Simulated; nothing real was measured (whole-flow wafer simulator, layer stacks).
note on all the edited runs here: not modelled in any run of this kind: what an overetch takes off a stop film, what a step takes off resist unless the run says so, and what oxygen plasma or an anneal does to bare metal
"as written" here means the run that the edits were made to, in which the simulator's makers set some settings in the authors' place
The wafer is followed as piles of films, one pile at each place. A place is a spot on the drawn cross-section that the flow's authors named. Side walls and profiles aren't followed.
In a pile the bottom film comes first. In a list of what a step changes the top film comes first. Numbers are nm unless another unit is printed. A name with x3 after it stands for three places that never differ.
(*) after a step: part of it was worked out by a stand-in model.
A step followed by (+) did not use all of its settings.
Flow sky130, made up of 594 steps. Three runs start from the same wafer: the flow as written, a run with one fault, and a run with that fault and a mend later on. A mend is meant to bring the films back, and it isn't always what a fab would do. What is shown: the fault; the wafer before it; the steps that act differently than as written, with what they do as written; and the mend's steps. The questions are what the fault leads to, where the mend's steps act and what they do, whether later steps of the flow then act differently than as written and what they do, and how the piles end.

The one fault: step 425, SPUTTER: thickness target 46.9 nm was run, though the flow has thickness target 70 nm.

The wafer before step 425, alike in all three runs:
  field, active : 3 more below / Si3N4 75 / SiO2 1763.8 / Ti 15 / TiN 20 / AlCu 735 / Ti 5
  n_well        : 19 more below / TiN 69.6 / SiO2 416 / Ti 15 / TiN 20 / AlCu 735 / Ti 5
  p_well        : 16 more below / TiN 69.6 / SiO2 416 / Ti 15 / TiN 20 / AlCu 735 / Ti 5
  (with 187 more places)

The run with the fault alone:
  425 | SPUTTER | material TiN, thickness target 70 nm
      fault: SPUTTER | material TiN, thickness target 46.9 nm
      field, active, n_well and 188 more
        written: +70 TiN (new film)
        fault: +46.9 TiN (new film)
  Later steps of the flow acting differently than as written (not shown: 17 more steps that differ only slightly, by at most 2% or 0.5 nm, whichever is larger):
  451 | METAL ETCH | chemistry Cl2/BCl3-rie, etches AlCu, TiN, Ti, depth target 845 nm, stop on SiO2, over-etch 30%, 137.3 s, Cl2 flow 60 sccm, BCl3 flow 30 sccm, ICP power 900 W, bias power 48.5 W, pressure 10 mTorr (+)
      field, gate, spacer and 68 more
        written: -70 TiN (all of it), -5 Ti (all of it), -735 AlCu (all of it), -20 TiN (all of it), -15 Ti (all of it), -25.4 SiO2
        fault: -46.9 TiN (all of it), -5 Ti (all of it), -735 AlCu (all of it), -20 TiN (all of it), -15 Ti (all of it), -27.7 SiO2
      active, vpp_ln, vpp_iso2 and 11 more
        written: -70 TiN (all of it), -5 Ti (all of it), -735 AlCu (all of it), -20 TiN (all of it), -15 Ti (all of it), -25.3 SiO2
        fault: -46.9 TiN (all of it), -5 Ti (all of it), -735 AlCu (all of it), -20 TiN (all of it), -15 Ti (all of it), -27.7 SiO2
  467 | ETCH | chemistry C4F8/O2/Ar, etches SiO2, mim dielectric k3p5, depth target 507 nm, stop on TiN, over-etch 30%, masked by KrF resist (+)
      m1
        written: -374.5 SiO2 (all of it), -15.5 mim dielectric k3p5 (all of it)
        fault: -397.6 SiO2 (all of it), -15.5 mim dielectric k3p5 (all of it)
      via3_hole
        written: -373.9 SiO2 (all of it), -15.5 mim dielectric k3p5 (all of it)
        fault: -397 SiO2 (all of it), -15.5 mim dielectric k3p5 (all of it)
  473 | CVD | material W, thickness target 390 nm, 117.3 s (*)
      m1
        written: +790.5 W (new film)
        fault: +813.9 W (new film)
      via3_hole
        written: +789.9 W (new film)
        fault: +813.3 W (new film)
  The piles end different from the flow's at n_well, p_well, gate_hv and 104 more by more than 2% or 0.5 nm, whichever is larger.
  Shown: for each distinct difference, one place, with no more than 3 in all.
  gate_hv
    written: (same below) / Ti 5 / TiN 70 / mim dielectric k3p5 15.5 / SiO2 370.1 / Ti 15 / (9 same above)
    fault: (same below) / Ti 5 / TiN 46.9 / mim dielectric k3p5 15.5 / SiO2 393.2 / Ti 15 / (9 same above)
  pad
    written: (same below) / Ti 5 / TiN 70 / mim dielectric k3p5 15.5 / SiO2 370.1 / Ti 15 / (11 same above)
    fault: (same below) / Ti 5 / TiN 46.9 / mim dielectric k3p5 15.5 / SiO2 393.2 / Ti 15 / (11 same above)
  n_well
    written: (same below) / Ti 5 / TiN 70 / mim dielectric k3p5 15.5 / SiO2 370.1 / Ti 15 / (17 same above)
    fault: (same below) / Ti 5 / TiN 46.9 / mim dielectric k3p5 15.5 / SiO2 393.2 / Ti 15 / (17 same above)

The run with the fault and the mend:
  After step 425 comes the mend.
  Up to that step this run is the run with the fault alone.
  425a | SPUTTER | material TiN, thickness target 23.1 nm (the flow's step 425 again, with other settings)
      field, active, n_well and 188 more
        +23.1 TiN
  Every later step of the flow that is run acts as written at every place that is followed.
  By the end, the piles equal the flow's at every place that both follow.
